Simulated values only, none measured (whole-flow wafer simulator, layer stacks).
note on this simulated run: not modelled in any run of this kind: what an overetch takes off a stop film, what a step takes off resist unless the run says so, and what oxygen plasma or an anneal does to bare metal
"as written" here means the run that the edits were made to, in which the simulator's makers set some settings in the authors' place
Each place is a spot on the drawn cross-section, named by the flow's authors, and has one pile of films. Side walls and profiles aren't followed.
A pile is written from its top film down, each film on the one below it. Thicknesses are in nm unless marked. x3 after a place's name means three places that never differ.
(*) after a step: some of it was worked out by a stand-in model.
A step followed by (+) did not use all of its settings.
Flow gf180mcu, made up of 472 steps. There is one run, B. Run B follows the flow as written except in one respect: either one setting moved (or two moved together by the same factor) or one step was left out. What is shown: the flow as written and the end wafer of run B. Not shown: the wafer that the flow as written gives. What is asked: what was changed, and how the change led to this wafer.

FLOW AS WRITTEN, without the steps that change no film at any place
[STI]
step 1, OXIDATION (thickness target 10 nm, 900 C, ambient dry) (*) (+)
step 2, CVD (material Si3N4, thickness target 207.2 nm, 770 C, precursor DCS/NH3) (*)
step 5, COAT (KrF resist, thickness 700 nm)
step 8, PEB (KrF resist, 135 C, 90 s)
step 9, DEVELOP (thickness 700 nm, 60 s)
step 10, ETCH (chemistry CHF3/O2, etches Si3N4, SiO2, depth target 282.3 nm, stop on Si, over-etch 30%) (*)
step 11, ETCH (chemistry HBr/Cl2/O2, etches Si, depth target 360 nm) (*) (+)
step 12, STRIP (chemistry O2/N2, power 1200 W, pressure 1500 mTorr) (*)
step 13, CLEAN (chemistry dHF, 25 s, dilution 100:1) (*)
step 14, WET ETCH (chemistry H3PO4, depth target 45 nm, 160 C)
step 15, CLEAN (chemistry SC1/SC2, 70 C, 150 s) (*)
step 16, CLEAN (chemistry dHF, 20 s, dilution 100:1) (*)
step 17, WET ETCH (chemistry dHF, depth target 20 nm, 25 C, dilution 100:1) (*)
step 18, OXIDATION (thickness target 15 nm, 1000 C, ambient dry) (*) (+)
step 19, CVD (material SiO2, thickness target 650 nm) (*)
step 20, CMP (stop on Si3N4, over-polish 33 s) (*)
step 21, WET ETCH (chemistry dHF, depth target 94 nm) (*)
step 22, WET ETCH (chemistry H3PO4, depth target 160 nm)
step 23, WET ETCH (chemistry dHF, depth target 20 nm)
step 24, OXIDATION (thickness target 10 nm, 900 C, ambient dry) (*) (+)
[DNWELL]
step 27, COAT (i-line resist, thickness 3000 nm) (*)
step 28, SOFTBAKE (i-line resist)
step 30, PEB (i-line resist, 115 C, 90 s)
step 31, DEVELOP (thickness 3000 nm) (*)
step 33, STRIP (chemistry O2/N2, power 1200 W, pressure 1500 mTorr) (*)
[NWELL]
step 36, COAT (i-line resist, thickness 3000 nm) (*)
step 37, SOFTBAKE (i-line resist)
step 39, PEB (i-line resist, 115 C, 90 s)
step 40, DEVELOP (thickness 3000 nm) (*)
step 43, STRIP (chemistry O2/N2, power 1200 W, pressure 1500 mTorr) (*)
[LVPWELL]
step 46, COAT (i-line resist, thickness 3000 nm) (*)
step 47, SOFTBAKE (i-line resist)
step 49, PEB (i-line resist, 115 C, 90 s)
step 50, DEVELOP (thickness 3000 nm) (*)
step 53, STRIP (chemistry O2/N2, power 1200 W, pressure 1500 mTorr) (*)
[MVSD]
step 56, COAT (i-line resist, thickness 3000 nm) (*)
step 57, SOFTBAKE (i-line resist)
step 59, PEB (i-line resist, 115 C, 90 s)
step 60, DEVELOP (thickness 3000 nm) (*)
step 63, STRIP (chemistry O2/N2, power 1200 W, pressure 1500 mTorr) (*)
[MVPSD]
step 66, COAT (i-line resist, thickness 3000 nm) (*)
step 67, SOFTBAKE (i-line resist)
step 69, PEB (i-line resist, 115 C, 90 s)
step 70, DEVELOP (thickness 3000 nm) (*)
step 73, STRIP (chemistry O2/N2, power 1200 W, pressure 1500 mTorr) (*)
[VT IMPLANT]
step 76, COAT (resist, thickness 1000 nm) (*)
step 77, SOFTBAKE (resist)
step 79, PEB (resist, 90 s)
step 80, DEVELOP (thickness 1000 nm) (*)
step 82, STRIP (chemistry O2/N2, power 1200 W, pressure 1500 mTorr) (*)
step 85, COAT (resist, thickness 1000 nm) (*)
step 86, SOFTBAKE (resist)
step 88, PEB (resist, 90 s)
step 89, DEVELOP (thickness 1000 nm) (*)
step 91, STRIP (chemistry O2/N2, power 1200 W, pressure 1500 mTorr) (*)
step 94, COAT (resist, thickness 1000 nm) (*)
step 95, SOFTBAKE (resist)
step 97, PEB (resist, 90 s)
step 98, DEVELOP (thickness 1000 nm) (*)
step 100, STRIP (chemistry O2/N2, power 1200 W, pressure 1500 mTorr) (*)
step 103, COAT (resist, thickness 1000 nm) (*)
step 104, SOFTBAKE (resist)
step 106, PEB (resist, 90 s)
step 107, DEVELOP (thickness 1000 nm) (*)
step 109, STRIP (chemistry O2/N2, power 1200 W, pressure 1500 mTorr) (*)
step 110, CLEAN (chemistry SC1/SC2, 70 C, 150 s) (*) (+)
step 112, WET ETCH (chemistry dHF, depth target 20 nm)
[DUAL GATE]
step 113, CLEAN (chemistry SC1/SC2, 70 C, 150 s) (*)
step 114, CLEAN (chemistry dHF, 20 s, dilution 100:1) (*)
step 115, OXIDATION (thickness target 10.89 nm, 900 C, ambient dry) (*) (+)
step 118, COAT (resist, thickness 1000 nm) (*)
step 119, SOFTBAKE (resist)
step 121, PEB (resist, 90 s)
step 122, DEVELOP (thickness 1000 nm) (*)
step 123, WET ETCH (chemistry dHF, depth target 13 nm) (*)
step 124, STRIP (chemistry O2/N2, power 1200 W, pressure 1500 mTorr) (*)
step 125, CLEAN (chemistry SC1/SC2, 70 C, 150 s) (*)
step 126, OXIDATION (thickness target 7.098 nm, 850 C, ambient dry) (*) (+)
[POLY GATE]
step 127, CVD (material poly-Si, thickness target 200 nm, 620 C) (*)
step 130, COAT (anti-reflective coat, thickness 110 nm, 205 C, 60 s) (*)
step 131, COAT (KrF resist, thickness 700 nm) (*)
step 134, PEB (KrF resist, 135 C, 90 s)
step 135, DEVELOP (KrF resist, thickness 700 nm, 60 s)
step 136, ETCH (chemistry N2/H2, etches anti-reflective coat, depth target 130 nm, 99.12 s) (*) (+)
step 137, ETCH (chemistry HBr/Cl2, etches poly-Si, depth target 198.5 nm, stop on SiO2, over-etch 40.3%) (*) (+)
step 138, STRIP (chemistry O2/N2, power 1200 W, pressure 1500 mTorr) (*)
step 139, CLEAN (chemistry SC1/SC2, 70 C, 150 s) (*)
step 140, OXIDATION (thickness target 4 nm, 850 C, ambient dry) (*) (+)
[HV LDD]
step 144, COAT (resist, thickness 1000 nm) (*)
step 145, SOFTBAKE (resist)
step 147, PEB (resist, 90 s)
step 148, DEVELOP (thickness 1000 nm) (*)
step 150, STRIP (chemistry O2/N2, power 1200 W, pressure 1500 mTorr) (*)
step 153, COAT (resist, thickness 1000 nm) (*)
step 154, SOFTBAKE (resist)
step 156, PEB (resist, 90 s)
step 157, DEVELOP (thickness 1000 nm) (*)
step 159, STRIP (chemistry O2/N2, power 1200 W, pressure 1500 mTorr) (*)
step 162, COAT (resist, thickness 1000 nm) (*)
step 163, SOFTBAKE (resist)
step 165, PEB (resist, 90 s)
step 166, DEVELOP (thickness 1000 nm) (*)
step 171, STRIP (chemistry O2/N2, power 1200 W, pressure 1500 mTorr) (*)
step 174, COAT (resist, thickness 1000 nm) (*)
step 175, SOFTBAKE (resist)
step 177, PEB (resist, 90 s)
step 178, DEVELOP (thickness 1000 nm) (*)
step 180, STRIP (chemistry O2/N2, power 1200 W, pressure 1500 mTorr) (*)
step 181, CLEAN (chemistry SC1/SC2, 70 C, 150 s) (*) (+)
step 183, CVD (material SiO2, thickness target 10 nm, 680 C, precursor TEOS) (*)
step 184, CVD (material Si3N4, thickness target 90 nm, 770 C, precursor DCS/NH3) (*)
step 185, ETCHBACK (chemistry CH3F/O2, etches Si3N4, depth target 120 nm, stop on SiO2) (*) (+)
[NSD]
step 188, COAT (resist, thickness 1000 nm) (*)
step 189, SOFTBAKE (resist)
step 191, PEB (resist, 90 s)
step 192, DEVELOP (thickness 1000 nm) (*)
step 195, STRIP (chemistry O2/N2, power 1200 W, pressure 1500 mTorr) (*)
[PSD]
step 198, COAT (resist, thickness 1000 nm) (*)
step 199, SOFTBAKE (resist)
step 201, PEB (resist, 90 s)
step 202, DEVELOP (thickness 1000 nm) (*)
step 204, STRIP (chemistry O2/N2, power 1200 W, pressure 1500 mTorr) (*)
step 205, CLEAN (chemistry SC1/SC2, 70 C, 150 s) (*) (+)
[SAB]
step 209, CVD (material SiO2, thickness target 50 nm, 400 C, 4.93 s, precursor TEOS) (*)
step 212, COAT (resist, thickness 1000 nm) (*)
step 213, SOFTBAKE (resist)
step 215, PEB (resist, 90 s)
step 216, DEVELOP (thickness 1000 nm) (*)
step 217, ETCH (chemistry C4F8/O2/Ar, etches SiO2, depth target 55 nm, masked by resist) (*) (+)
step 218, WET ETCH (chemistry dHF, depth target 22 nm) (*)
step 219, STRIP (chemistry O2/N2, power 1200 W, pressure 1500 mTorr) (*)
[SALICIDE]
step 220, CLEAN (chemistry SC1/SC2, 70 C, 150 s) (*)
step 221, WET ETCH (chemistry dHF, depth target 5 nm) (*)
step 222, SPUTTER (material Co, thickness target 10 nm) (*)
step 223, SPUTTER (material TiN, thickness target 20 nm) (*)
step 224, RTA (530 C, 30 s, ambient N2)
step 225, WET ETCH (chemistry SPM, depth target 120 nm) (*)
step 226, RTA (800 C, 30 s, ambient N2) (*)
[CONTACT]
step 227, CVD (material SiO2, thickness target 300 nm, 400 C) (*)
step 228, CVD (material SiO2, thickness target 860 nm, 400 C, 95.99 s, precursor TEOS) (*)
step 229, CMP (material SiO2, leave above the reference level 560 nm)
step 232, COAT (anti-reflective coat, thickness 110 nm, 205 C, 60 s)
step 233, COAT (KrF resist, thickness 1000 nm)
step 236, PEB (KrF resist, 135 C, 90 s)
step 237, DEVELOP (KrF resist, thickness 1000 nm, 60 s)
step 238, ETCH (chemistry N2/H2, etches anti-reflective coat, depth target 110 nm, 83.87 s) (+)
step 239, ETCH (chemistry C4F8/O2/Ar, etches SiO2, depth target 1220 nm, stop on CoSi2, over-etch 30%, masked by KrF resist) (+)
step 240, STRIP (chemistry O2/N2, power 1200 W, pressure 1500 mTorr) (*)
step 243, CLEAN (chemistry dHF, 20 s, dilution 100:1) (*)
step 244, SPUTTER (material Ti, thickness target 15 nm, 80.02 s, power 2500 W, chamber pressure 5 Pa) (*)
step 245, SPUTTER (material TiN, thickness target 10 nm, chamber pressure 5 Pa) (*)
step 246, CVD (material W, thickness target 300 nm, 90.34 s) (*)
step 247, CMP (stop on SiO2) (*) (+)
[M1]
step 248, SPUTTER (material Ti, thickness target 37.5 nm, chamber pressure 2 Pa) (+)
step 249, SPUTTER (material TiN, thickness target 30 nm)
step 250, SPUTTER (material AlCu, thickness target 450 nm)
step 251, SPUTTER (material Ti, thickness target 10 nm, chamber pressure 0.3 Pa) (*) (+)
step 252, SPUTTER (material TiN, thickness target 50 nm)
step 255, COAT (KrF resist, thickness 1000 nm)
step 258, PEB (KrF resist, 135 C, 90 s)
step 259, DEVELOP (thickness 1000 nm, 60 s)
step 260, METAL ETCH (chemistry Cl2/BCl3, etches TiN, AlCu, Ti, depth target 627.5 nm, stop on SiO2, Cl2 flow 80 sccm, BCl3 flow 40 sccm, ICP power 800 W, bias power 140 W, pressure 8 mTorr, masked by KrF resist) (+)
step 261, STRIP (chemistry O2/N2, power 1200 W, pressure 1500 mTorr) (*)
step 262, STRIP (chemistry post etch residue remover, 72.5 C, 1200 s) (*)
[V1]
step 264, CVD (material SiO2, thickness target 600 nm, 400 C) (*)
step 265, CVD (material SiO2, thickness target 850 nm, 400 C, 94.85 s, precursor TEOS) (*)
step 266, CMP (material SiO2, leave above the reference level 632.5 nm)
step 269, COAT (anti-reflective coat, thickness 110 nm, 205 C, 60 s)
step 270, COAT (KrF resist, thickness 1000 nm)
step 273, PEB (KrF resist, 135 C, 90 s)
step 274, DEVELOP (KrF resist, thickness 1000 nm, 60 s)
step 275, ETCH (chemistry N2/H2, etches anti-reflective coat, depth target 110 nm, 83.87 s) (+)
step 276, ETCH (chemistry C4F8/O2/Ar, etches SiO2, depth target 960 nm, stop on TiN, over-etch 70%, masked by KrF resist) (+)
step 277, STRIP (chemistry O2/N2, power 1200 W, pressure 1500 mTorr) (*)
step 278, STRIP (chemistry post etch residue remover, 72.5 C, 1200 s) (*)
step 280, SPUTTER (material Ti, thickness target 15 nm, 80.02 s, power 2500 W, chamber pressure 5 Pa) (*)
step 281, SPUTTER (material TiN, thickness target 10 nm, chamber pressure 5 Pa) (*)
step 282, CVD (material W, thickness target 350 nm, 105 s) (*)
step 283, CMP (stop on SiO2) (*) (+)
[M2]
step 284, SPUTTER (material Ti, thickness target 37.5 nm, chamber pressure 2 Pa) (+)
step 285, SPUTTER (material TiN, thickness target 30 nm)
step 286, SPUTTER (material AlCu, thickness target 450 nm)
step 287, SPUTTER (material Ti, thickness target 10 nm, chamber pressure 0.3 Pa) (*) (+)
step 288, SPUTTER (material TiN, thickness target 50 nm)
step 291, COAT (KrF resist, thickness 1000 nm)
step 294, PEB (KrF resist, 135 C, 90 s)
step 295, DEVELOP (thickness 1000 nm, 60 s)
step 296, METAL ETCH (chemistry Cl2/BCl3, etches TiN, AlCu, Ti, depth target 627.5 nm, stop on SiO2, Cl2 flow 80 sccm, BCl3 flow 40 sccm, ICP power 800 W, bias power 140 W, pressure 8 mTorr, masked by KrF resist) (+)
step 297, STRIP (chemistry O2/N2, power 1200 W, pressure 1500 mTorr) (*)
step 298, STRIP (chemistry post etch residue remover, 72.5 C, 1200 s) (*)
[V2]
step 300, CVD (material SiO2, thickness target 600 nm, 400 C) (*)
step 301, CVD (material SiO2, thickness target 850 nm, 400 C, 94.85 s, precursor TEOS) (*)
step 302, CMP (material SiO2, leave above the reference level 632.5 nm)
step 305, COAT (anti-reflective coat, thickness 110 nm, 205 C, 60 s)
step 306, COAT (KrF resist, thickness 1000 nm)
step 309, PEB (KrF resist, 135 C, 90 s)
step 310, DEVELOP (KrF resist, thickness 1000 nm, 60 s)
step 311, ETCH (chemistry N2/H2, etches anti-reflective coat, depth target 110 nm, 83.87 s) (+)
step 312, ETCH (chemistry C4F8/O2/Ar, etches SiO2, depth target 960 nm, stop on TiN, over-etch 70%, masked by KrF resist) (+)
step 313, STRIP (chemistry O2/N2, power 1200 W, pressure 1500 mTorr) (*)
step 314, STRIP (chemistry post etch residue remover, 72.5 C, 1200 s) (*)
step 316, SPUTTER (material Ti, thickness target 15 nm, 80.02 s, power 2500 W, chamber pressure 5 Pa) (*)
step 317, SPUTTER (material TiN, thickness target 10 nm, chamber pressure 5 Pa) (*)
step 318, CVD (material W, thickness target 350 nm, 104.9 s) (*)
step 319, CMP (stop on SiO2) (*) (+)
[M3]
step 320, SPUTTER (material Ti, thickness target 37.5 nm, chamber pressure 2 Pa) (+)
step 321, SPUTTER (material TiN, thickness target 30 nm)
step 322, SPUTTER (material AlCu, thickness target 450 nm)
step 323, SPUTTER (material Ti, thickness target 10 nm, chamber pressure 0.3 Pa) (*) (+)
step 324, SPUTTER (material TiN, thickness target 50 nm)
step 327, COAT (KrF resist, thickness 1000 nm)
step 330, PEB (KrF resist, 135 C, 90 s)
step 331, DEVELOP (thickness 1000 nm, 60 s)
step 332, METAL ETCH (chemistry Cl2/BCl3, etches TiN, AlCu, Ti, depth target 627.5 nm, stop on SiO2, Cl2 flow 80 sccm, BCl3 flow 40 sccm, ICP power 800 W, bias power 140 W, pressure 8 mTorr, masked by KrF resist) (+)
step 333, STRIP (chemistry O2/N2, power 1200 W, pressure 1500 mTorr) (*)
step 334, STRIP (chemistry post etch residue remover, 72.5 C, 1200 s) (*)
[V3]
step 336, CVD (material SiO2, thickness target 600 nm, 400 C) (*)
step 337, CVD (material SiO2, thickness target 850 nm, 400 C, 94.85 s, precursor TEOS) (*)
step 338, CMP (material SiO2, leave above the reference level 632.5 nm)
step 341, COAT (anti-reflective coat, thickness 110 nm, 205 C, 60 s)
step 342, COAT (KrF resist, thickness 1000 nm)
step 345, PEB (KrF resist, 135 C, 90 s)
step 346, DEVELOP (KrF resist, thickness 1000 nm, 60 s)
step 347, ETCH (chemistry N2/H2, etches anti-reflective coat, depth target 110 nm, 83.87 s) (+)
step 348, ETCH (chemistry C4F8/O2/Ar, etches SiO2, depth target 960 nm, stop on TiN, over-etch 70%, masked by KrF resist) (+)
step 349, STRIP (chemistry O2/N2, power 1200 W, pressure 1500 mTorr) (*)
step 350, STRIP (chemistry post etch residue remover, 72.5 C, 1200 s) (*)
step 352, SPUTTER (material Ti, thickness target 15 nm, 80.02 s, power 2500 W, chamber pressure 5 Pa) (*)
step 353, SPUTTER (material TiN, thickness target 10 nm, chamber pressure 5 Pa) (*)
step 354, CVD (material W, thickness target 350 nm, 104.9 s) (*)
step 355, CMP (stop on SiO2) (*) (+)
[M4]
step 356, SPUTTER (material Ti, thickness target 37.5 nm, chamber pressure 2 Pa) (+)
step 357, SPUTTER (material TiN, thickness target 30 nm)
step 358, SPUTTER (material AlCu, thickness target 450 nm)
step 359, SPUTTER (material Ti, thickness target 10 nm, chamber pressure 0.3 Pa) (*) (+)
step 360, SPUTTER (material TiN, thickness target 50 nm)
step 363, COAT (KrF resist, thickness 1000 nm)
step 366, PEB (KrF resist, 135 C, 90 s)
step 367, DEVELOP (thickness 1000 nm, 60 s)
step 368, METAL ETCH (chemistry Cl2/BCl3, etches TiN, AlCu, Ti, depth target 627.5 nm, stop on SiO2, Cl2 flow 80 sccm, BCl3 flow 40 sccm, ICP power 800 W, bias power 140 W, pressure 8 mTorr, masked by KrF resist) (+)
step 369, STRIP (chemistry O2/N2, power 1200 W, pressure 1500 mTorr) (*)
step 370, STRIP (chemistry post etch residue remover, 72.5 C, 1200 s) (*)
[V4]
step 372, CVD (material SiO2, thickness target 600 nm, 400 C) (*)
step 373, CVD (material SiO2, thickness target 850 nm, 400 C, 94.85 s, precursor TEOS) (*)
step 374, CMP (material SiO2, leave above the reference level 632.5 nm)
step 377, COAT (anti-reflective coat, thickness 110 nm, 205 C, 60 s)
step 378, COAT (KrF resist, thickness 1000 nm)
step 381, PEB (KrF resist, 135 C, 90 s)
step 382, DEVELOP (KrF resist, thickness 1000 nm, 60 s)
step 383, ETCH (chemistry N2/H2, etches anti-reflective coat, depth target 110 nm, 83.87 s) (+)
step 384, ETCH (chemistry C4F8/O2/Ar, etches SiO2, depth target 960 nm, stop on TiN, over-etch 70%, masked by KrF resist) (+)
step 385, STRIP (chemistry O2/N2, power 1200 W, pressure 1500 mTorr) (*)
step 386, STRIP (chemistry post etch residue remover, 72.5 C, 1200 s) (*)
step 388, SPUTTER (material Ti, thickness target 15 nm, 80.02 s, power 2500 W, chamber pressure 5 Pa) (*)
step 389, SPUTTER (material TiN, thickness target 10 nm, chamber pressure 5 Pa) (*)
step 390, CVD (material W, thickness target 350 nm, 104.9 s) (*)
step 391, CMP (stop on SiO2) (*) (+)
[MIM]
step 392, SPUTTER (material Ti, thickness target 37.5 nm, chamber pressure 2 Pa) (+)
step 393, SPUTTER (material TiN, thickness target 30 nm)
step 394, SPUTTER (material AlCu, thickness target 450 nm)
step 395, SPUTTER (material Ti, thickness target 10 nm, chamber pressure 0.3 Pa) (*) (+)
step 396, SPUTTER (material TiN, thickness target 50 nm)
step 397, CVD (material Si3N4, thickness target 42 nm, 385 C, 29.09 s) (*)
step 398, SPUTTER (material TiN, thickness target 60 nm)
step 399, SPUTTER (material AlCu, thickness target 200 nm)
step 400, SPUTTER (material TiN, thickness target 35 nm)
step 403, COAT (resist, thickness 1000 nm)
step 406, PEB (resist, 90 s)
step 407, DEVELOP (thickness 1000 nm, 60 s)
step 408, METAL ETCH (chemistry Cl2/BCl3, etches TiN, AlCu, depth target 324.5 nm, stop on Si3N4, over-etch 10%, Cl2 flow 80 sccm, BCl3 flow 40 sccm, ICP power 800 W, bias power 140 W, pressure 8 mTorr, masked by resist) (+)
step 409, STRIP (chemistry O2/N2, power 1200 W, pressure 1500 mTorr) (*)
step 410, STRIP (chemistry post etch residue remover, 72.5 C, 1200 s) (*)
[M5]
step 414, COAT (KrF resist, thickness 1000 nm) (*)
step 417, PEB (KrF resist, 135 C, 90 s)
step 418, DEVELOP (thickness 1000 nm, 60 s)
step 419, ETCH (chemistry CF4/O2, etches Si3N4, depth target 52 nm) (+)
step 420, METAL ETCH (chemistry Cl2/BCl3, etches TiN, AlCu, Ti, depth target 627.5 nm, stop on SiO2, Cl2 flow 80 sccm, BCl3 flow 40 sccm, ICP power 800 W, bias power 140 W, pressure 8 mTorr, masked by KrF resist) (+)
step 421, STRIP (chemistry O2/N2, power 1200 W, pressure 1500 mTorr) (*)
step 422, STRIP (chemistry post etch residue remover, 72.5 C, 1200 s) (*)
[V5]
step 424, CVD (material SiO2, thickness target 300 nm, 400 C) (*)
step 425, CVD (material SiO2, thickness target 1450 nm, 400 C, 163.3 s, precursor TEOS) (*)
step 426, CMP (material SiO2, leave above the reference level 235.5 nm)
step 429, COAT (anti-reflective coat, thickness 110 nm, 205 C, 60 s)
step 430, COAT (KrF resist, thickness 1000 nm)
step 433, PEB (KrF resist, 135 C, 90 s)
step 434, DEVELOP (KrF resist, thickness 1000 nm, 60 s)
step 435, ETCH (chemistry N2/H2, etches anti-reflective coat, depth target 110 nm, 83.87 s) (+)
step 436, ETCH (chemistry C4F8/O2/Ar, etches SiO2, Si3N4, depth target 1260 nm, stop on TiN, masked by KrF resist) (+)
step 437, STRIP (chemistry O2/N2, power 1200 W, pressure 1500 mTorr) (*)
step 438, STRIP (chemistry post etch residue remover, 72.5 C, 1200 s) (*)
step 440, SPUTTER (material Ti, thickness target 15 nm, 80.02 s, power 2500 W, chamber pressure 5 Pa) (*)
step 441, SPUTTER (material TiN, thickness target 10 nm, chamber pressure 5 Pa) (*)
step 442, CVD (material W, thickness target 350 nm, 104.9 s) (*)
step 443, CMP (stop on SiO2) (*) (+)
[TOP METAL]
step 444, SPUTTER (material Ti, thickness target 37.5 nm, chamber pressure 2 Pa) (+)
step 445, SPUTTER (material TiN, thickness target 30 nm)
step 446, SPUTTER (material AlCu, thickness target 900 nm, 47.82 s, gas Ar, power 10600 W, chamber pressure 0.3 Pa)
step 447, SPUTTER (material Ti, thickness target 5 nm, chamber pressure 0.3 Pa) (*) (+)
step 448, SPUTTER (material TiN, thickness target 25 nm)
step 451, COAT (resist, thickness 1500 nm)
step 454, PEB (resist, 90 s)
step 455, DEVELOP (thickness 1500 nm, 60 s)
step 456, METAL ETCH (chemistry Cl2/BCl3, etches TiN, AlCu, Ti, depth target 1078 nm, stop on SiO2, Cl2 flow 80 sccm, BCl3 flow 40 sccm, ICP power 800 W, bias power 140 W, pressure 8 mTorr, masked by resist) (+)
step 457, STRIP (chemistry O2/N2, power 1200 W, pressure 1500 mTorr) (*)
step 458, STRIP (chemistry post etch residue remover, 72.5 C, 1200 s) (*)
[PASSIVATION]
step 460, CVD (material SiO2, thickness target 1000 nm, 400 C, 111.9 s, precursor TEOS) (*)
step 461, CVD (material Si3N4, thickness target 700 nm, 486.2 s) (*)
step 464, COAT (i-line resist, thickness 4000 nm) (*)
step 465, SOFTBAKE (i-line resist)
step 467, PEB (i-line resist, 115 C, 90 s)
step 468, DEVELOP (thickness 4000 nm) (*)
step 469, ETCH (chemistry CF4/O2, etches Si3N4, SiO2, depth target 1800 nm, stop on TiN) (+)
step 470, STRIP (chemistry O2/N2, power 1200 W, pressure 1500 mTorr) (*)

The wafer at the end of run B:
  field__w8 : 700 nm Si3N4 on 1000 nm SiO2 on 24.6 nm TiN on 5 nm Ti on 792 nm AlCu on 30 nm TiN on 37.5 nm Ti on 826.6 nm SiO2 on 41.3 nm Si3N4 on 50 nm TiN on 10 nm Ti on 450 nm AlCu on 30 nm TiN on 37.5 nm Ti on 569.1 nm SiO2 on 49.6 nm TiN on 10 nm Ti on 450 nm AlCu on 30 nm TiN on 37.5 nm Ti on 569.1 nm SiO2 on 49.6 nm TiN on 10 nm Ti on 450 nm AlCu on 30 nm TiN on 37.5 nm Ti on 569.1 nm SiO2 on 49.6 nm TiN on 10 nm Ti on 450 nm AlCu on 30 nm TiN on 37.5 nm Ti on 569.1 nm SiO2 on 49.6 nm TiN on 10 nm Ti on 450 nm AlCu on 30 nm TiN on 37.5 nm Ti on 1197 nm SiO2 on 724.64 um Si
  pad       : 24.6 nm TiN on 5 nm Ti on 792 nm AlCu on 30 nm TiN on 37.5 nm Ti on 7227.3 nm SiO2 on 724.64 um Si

Cause: step 446, SPUTTER: thickness target 792 nm was run, though the flow has thickness target 900 nm.
The wafer lets one read it off: field__w8 has AlCu 792, and step 446 as written asks for 900 nm.

Step by step, how the change led to this:
  step 446, SPUTTER (material AlCu, thickness target 900 nm, 47.82 s, gas Ar, power 10600 W, chamber pressure 0.3 Pa)
      field, field__w1, field__w2 and 109 more: AlCu gains 792 (new film) (it would be, as written: AlCu gains 900 (new film))
  step 456, METAL ETCH (chemistry Cl2/BCl3, etches TiN, AlCu, Ti, depth target 1078 nm, stop on SiO2, Cl2 flow 80 sccm, BCl3 flow 40 sccm, ICP power 800 W, bias power 140 W, pressure 8 mTorr, masked by resist) (+)
      field, field__w1, field__w2 and 103 more: TiN loses 25 (all of it), Ti loses 5 (all of it), AlCu loses 792 (all of it), TiN loses 30 (all of it), Ti loses 37.5 (all of it) (it would be, as written: TiN loses 25 (all of it), Ti loses 5 (all of it), AlCu loses 900 (all of it), TiN loses 30 (all of it), Ti loses 37.5 (all of it))
  step 464, COAT (i-line resist, thickness 4000 nm) (*)
      field__w8: i-line resist gains 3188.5 (new film) (it would be, as written: i-line resist gains 3093.1 (new film))
      contact: i-line resist gains 3238.9 (new film) (it would be, as written: i-line resist gains 3153.6 (new film))
      (as well as at 4 more places)
  step 465, SOFTBAKE (i-line resist)
      field__w5, field__w9: i-line resist gains 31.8 (it would be, as written: i-line resist gains 37.3)
      field: i-line resist loses 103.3 (it would be, as written: i-line resist loses 120.6)
      (as well as at 66 more places)
  step 467, PEB (i-line resist, 115 C, 90 s)
      field__w8, m1__w1: i-line resist loses 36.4 (it would be, as written: i-line resist loses 34.7)
      contact, m1: i-line resist loses 36.7 (it would be, as written: i-line resist loses 35.1)
      (as well as at 2 more places)
  step 468, DEVELOP (thickness 4000 nm) (*)
      pad: i-line resist loses 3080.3 (all of it) (it would be, as written: i-line resist loses 2974.8 (all of it))
  step 470, STRIP (chemistry O2/N2, power 1200 W, pressure 1500 mTorr) (*)
      field__w8, m1__w1: i-line resist loses 1891.8 (all of it) (it would be, as written: i-line resist loses 1787.7 (all of it))
      contact: i-line resist loses 1911.5 (all of it) (it would be, as written: i-line resist loses 1811.2 (all of it))
      (as well as at 2 more places)
